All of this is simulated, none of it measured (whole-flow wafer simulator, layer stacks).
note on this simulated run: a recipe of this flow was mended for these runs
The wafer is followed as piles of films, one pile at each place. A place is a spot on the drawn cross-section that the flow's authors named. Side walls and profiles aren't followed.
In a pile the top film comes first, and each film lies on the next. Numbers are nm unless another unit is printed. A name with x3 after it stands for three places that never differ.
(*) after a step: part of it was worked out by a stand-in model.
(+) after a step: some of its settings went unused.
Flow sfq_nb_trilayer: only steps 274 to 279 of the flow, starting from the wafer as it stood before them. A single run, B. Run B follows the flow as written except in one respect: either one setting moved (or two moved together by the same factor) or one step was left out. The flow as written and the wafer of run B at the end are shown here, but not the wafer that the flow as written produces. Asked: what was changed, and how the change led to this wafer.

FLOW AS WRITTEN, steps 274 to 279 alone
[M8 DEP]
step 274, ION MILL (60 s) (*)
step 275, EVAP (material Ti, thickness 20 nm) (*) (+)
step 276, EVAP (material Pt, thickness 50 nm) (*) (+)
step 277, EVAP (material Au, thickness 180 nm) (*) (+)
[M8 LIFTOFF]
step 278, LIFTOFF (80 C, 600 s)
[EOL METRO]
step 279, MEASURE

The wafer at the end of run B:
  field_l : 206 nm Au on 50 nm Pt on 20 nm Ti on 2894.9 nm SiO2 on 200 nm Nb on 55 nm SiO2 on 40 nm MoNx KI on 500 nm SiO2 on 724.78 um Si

The reason: step 277, EVAP: thickness 206 nm was run, while the flow as written has thickness 180 nm.
The wafer lets one read it off: field_l has Au 206, and step 277 as written asks for 180 nm.

The path from the change to this, step by step:
  step 277, EVAP (material Au, thickness 180 nm) (*) (+)
      field_l, v_sur x3, via_wl x2 and 100 more: +206 Au (new film) (it would be, as written: +180 Au (new film))
  step 278, LIFTOFF (80 C, 600 s)
      p4_fl x5, p4_w1 x9, p3_s0 x11 and 49 more: -206 Au (all of it), -50 Pt (all of it), -20 Ti (all of it), -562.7 KrF-resist-other-grade (all of it), -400 lift-off-underlayer (all of it) (it would be, as written: -180 Au (all of it), -50 Pt (all of it), -20 Ti (all of it), -562.7 KrF-resist-other-grade (all of it), -400 lift-off-underlayer (all of it))
      r_sur, res, r_end: -206 Au (all of it), -50 Pt (all of it), -20 Ti (all of it), -559.9 KrF-resist-other-grade (all of it), -399.5 lift-off-underlayer (all of it) (it would be, as written: -180 Au (all of it), -50 Pt (all of it), -20 Ti (all of it), -559.9 KrF-resist-other-grade (all of it), -399.5 lift-off-underlayer (all of it))
      (as well as at 18 more places)
